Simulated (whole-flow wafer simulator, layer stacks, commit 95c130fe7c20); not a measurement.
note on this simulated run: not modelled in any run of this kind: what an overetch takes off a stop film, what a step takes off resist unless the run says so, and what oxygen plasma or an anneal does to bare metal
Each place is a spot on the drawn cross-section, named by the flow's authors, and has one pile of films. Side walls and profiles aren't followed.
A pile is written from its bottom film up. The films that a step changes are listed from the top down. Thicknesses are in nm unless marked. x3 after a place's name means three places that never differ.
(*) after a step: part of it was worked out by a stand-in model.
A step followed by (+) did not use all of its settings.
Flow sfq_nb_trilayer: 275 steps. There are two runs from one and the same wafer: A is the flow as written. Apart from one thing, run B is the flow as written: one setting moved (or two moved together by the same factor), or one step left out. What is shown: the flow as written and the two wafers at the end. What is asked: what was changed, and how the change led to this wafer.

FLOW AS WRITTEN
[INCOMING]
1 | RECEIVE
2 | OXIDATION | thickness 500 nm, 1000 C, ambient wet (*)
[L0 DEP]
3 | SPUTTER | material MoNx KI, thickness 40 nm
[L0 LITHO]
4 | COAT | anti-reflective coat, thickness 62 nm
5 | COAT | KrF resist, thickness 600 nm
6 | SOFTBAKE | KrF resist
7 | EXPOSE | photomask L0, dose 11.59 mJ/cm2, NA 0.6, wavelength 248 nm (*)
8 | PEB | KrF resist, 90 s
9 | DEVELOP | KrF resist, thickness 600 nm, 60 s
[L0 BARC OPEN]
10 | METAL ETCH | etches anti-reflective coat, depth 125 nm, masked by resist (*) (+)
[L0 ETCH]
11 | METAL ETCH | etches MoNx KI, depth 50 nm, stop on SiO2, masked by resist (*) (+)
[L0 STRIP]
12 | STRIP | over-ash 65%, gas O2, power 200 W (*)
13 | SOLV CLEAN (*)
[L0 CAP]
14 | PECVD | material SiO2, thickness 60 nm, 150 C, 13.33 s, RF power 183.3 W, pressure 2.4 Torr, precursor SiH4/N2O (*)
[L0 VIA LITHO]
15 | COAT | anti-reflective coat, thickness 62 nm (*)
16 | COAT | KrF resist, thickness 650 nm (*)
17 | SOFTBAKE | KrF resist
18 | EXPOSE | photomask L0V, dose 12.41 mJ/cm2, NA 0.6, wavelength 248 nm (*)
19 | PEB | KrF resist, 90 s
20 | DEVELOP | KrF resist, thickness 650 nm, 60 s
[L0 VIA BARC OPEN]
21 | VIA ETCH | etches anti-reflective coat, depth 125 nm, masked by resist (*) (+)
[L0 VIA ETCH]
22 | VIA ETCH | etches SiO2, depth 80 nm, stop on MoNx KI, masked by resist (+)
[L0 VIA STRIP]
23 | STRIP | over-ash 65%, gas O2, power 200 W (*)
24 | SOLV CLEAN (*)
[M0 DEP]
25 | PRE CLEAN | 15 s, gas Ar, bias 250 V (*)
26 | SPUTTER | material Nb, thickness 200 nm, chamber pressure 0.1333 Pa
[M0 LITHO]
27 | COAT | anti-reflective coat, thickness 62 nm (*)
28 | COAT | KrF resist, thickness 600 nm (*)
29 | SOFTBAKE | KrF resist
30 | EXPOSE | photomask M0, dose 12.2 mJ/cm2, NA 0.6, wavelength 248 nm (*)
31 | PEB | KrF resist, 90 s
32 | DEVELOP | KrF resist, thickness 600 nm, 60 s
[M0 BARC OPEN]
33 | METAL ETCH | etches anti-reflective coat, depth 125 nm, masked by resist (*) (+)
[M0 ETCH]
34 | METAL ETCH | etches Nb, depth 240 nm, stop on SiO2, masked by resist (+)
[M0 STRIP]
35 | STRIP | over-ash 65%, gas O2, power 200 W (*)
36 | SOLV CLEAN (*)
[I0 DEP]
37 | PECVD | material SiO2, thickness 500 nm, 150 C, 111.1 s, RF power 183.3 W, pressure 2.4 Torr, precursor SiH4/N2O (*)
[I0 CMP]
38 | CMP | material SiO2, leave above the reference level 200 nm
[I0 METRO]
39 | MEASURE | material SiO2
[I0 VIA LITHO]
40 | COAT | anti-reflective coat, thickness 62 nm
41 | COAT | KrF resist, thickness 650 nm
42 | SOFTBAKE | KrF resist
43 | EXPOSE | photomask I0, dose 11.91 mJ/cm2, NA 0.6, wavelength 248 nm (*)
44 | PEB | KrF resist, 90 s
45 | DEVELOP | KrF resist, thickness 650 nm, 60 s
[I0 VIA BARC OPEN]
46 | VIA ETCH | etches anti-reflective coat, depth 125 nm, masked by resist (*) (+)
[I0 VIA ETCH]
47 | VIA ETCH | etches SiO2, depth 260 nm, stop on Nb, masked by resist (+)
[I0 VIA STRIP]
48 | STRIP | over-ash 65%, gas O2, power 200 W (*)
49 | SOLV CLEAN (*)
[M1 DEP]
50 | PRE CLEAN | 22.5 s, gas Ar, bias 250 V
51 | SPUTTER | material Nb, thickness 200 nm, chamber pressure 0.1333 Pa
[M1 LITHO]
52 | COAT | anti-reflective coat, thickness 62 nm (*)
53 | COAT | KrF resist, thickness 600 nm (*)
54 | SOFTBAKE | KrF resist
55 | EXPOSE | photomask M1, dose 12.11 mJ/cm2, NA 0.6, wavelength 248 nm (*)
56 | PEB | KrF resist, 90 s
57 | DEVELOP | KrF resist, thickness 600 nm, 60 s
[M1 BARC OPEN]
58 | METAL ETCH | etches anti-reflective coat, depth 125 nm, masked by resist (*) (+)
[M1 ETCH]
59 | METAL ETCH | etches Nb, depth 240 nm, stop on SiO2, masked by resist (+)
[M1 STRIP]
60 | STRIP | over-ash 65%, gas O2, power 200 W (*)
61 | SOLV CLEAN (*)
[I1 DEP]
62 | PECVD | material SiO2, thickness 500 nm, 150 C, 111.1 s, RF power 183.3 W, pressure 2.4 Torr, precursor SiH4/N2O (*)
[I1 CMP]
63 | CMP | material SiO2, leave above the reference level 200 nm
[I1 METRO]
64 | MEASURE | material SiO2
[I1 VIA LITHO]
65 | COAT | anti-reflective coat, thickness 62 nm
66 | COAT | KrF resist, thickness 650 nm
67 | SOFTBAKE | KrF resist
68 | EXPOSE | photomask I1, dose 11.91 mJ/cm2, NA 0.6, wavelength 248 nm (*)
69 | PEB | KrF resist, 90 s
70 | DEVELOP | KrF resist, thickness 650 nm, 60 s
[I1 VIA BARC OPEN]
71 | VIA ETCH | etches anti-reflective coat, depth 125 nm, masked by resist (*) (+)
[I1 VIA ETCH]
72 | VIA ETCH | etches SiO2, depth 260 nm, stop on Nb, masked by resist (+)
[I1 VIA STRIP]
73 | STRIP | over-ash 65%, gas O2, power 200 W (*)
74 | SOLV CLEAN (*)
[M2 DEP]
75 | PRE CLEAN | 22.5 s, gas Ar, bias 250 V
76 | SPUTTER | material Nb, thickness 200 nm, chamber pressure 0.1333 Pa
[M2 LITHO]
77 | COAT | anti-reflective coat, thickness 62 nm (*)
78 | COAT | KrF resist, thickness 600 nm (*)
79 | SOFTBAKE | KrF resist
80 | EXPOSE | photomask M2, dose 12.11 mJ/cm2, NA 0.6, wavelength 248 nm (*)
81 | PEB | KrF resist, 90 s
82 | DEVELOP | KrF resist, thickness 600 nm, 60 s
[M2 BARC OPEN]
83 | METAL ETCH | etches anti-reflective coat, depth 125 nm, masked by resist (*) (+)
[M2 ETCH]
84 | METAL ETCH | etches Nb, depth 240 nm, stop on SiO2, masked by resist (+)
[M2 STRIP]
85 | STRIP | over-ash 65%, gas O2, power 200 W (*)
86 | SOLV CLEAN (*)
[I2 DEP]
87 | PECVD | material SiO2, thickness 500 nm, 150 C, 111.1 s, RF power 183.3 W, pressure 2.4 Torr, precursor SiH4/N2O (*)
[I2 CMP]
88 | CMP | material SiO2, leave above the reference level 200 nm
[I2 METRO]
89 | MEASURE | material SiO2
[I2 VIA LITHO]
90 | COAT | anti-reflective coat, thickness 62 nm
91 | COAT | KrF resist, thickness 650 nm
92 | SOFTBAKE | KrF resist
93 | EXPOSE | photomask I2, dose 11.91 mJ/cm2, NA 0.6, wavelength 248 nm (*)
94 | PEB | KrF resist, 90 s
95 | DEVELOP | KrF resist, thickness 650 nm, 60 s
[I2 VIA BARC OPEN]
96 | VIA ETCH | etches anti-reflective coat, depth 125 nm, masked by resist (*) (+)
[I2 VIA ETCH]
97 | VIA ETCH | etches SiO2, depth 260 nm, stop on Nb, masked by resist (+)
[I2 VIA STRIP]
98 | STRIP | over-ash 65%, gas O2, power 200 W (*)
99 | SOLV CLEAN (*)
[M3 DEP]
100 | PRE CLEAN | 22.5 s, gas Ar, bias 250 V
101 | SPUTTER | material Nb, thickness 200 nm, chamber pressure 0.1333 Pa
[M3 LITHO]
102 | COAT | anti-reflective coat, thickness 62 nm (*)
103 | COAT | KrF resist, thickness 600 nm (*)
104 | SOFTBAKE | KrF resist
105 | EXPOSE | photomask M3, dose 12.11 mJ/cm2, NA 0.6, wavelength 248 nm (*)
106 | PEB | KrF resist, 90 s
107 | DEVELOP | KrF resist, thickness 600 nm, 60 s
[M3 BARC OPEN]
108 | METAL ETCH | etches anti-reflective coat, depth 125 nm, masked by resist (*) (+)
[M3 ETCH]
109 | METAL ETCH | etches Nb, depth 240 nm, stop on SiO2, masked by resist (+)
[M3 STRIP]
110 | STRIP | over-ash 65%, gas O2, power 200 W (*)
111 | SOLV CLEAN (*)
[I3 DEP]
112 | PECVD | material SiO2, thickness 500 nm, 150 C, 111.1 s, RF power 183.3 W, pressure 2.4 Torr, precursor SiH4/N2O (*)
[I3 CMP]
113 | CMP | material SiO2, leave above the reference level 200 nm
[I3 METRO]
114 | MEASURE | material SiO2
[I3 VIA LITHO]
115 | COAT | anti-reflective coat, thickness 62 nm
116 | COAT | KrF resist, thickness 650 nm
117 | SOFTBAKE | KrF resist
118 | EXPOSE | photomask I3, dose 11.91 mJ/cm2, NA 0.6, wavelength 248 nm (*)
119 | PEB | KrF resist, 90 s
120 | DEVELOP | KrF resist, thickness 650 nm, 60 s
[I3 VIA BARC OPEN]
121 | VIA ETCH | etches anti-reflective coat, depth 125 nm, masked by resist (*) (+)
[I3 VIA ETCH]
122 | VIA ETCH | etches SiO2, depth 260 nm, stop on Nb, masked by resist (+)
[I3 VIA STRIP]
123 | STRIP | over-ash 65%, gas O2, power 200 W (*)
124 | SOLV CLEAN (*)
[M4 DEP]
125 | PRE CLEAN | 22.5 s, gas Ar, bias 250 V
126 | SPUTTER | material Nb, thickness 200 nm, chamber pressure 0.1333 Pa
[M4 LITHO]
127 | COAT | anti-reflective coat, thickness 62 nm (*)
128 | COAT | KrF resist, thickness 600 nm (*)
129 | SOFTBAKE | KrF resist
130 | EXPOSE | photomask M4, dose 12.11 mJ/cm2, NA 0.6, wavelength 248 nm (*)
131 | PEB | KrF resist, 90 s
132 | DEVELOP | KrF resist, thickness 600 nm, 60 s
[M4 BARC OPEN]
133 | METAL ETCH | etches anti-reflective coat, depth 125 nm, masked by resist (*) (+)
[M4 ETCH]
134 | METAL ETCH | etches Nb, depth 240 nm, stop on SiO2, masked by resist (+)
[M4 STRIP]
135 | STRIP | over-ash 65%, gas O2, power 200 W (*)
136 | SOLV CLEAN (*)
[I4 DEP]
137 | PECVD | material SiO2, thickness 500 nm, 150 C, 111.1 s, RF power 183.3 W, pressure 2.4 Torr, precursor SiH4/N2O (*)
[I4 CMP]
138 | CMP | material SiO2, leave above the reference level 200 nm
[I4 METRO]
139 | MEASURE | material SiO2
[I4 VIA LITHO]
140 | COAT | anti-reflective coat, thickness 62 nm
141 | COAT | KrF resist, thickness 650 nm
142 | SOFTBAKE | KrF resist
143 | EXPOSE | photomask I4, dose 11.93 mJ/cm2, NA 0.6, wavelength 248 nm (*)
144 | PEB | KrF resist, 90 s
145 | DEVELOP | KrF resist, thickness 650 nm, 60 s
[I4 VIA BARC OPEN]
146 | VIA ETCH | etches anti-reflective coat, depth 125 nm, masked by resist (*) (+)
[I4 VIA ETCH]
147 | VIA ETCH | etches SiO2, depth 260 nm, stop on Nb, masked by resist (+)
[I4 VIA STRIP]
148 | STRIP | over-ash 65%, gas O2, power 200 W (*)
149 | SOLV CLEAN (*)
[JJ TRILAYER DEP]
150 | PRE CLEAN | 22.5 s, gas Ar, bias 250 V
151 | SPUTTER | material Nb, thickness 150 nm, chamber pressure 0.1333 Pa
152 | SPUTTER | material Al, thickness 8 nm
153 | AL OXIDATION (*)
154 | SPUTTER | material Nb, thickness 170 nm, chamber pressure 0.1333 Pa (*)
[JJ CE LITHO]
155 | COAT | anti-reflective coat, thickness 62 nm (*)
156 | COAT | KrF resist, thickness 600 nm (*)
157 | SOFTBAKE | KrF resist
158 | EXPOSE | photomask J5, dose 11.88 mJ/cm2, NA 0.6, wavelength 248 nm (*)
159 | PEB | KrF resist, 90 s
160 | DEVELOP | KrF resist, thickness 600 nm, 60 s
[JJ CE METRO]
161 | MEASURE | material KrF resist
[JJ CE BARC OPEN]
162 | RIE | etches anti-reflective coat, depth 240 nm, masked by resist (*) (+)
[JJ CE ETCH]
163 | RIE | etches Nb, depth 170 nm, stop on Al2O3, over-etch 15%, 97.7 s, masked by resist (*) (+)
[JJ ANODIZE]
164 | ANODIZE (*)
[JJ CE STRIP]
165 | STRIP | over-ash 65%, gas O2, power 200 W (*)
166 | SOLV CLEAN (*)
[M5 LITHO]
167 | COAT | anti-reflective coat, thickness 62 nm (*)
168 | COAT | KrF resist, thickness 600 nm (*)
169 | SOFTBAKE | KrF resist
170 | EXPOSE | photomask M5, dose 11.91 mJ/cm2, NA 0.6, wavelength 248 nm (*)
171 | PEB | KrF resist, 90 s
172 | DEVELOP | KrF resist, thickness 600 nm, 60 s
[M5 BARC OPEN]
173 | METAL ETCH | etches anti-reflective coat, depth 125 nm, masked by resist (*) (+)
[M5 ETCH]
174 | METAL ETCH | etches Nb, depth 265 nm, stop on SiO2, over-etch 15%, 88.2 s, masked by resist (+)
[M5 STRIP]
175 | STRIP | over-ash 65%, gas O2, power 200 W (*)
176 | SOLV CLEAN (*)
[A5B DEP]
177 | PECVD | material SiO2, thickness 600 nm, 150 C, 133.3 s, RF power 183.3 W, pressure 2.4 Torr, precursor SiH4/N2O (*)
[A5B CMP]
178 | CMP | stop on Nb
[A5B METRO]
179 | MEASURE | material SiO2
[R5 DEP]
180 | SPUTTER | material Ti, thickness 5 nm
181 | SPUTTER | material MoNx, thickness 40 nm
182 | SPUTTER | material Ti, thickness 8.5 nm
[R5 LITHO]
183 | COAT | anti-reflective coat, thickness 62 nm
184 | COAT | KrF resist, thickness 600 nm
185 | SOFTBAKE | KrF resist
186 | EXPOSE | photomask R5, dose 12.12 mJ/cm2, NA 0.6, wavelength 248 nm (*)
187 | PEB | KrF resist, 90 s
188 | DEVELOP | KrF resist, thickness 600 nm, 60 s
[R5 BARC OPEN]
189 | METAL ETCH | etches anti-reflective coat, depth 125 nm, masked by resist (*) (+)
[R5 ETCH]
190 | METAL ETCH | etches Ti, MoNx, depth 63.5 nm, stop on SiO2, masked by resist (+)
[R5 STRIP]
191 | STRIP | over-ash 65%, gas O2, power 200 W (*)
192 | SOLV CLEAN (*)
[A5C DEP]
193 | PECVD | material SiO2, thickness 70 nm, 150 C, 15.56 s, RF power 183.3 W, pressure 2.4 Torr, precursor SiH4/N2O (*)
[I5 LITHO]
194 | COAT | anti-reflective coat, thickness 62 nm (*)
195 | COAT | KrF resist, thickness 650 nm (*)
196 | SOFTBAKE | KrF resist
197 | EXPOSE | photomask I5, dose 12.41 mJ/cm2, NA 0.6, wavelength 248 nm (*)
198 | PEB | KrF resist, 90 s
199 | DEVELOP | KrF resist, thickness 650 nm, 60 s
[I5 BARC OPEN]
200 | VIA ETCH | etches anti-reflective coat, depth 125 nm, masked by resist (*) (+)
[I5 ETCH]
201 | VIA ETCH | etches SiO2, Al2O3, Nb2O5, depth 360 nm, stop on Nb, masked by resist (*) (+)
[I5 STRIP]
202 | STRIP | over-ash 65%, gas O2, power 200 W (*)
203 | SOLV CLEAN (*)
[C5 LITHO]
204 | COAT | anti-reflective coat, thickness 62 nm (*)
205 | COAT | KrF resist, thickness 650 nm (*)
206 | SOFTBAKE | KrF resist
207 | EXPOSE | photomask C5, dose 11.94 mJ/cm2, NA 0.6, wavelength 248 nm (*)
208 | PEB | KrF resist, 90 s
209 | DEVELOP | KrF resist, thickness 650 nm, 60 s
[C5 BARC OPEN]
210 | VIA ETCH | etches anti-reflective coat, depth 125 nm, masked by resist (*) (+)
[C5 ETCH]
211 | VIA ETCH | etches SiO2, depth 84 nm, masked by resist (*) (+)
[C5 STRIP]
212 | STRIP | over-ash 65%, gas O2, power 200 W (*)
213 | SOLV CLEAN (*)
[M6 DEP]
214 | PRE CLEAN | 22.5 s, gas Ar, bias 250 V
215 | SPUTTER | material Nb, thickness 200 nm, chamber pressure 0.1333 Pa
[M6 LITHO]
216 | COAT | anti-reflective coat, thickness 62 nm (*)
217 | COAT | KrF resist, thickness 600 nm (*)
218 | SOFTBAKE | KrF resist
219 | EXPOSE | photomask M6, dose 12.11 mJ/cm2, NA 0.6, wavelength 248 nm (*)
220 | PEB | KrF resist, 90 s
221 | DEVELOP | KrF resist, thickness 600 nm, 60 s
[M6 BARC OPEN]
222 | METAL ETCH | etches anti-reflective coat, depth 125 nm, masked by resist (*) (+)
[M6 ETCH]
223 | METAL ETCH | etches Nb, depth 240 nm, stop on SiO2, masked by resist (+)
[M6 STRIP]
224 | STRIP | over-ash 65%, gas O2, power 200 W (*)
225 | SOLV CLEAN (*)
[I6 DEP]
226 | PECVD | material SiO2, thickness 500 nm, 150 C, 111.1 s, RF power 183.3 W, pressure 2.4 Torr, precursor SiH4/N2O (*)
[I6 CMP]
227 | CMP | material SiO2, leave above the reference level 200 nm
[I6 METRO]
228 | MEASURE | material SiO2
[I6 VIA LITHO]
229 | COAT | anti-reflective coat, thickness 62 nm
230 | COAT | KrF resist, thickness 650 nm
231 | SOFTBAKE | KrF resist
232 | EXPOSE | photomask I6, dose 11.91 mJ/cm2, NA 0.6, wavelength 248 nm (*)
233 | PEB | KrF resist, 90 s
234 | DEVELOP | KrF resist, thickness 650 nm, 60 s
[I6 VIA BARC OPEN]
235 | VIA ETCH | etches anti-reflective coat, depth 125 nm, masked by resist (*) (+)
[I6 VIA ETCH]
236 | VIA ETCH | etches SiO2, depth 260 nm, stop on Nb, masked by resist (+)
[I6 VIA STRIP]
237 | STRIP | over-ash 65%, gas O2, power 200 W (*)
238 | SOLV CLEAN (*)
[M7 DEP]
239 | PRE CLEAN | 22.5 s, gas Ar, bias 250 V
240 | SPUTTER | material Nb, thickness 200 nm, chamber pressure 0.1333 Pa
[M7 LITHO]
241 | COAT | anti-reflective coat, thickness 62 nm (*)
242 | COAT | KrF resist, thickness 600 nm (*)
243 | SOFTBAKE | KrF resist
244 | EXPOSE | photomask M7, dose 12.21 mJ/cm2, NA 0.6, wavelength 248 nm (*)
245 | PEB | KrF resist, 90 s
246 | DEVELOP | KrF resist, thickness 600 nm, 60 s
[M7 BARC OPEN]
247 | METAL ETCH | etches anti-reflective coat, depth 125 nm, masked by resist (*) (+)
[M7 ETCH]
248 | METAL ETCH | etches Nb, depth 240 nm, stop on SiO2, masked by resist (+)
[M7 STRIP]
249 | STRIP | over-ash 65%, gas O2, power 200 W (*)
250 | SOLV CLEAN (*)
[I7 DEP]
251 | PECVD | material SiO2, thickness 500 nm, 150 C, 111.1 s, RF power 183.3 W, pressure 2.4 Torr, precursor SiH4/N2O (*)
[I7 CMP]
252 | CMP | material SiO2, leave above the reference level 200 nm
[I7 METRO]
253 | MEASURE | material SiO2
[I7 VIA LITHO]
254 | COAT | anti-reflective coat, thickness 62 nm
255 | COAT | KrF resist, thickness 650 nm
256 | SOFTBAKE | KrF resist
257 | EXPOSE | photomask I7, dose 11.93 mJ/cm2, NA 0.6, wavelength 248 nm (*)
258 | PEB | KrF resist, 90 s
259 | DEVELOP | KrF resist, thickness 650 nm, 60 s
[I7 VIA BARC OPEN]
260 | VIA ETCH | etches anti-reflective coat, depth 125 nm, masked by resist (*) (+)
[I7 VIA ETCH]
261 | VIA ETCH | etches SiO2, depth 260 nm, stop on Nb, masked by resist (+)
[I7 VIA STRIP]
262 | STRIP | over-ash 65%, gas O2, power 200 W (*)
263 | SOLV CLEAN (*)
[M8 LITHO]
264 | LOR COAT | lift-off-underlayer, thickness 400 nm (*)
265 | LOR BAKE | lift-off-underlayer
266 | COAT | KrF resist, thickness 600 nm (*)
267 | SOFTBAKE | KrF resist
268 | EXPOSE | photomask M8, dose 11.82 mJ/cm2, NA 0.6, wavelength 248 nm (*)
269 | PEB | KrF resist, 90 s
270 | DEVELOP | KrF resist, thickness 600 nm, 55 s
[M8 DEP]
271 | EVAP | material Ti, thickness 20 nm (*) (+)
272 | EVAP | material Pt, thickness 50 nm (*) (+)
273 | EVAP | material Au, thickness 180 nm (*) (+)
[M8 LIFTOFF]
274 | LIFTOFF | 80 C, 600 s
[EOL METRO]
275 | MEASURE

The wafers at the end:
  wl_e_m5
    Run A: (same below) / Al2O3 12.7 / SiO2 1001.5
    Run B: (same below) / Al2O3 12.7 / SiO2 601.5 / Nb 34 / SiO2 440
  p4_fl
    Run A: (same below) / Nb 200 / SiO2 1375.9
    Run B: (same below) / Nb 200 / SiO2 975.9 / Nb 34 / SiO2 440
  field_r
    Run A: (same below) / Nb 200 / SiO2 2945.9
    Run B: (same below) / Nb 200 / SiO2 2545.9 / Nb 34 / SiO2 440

The reason: step 240, SPUTTER: thickness 274 nm was run, whereas the flow has thickness 200 nm.

The path from the change to this, step by step:
  240 | SPUTTER | material Nb, thickness 200 nm, chamber pressure 0.1333 Pa
      field_l, v_sur, via_wl and 102 more: A Nb gains 200 (new film) | B Nb gains 274 (new film)
      via_v: A Nb gains 161.1 | B Nb gains 221.1
  248 | METAL ETCH | etches Nb, depth 240 nm, stop on SiO2, masked by resist (+)
      field_l, field_r, lsp_l and 62 more: A Nb loses 200 (all of it) | B Nb loses 240
  251 | PECVD | material SiO2, thickness 500 nm, 150 C, 111.1 s, RF power 183.3 W, pressure 2.4 Torr, precursor SiH4/N2O (*)
      field_l, p4_fl, p4_fm and 56 more: A SiO2 gains 500 | B SiO2 gains 500 (new film)
      field_r, lsp_l: A SiO2 gains 477.7 | B SiO2 gains 473.2 (new film)
      (also at 4 further places)
  252 | CMP | material SiO2, leave above the reference level 200 nm
      field_l, p4_fl, p4_fm and 56 more: A SiO2 loses 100 | B SiO2 loses 60
      field_r, lsp_l: A SiO2 loses 77.7 | B SiO2 loses 33.2
      (also at 3 further places)
If metal films that touch count as one body, wl_e_m5 has 7 bodies (between them, from the top down: SiO2 601.5 / Al2O3 12.7 / Nb2O5 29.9; SiO2 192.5; SiO2 192.5; SiO2 192.5; SiO2 192.5; SiO2 192.5); the flow as written gives 6 bodies (between them, from the top down: SiO2 192.5; SiO2 192.5; SiO2 192.5; SiO2 192.5; SiO2 192.5).
If metal films that touch count as one body, p4_fl has 3 bodies (between them, from the top down: SiO2 975.9; SiO2 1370); the flow as written gives 2 bodies (between them, from the top down: SiO2 1370).
If metal films that touch count as one body, field_r has 2 bodies (between them, from the top down: SiO2 2545.9); the flow as written gives 1 body.
